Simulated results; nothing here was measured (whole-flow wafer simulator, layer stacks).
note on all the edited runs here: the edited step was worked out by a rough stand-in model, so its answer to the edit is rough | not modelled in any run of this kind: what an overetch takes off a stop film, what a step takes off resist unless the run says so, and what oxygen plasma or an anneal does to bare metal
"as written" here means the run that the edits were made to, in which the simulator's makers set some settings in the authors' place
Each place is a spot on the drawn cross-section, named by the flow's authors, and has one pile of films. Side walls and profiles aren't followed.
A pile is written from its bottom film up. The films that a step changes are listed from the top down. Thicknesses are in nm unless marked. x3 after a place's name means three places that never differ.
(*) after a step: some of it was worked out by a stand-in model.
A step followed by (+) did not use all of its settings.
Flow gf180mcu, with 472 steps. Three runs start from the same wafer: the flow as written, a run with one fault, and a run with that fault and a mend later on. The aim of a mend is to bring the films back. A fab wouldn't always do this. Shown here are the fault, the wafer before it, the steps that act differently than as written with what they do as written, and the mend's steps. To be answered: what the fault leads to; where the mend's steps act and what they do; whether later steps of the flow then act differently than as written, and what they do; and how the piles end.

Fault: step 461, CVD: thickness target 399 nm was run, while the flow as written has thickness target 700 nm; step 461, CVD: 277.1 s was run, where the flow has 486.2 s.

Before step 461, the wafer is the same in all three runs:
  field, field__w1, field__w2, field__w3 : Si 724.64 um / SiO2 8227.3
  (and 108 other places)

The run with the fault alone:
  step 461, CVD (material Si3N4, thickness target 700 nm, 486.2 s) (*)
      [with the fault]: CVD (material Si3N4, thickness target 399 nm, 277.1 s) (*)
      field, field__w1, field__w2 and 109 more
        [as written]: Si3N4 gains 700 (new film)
        [with the fault]: Si3N4 gains 399.1 (new film)
  Later steps of the flow acting differently than as written (4 other steps are not shown; they differ only slightly, by no more than 2% or 0.5 nm, whichever is larger):
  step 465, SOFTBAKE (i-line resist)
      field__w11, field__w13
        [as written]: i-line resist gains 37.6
        [with the fault]: i-line resist gains 36.1
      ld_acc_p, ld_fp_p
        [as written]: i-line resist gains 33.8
        [with the fault]: i-line resist gains 32.2
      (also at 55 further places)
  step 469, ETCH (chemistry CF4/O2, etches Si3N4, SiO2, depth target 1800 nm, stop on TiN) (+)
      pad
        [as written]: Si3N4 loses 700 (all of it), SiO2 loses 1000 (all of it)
        [with the fault]: Si3N4 loses 399.1 (all of it), SiO2 loses 1000 (all of it)
  By the end, the piles at field, field__w1, field__w2 and 108 more depart from the flow's by more than 2% or 0.5 nm, whichever is larger.
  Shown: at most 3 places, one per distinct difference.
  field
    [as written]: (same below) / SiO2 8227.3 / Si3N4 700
    [with the fault]: (same below) / SiO2 8227.3 / Si3N4 399.1
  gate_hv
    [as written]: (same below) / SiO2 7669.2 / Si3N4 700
    [with the fault]: (same below) / SiO2 7669.2 / Si3N4 399.1
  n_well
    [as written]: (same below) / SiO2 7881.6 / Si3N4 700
    [with the fault]: (same below) / SiO2 7881.6 / Si3N4 399.1

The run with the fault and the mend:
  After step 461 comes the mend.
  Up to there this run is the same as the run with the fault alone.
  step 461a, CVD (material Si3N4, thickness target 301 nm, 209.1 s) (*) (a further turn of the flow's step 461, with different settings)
      field, field__w1, field__w2 and 109 more
        Si3N4 gains 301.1
  None of the later steps of the flow differs from how it acts as written, at any place that is followed, by more than 2% or 0.5 nm, whichever is larger.
  When the end is reached, the piles differ only a little from the flow's at the places that both follow, at most by 2% or 0.5 nm, whichever is larger.
